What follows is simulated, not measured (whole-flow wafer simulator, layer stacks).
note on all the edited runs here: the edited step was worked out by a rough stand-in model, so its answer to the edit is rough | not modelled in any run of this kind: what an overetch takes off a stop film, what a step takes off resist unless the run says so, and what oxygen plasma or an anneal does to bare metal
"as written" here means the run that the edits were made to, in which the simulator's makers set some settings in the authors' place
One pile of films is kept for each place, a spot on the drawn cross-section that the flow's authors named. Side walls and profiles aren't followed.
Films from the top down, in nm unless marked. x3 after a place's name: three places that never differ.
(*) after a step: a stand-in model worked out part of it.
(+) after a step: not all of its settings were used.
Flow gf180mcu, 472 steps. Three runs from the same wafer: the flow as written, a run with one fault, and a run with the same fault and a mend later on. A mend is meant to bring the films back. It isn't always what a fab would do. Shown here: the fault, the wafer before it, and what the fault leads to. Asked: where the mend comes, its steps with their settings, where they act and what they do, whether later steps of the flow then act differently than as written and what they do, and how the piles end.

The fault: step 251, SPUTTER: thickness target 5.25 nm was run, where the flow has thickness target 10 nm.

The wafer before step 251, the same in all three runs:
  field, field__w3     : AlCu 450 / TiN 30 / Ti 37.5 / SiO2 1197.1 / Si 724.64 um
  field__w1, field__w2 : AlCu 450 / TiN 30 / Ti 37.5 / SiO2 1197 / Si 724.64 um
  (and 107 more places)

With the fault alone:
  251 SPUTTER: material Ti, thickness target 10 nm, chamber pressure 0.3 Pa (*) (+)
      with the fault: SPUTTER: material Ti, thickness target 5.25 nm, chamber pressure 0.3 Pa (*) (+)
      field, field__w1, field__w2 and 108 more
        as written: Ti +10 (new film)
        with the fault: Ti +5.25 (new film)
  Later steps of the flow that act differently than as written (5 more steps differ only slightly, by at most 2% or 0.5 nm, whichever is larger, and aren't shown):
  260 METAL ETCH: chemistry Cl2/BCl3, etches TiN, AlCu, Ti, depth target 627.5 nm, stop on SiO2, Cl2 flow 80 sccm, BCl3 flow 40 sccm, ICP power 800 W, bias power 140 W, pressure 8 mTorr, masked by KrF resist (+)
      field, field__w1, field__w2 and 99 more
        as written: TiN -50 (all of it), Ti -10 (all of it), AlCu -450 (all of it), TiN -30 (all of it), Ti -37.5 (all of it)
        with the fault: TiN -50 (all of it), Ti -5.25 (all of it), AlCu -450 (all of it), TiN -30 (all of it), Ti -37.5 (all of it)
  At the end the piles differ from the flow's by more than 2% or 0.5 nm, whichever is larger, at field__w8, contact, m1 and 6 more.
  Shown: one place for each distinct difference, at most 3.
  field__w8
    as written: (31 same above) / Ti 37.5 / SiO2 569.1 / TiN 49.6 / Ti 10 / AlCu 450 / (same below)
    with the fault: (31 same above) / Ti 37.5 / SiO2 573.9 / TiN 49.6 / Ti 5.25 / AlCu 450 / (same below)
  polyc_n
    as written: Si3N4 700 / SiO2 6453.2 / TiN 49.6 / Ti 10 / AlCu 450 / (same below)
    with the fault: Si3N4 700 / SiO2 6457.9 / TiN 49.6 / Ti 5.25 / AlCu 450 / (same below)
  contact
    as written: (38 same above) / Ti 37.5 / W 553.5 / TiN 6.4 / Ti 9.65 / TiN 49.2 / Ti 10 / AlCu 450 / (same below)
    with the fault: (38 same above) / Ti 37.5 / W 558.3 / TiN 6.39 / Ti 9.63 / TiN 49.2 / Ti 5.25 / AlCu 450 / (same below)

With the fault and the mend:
  The mend comes after step 251.
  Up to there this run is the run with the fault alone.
  251a SPUTTER: material Ti, thickness target 4.75 nm, chamber pressure 0.3 Pa (*) (+) (the flow's step 251 once more, with other settings)
      field, field__w1, field__w2 and 108 more
        Ti +4.75
  No later step of the flow acts differently than as written at any place that is followed.
  At the end the piles are the same as the flow's at every place that both follow.
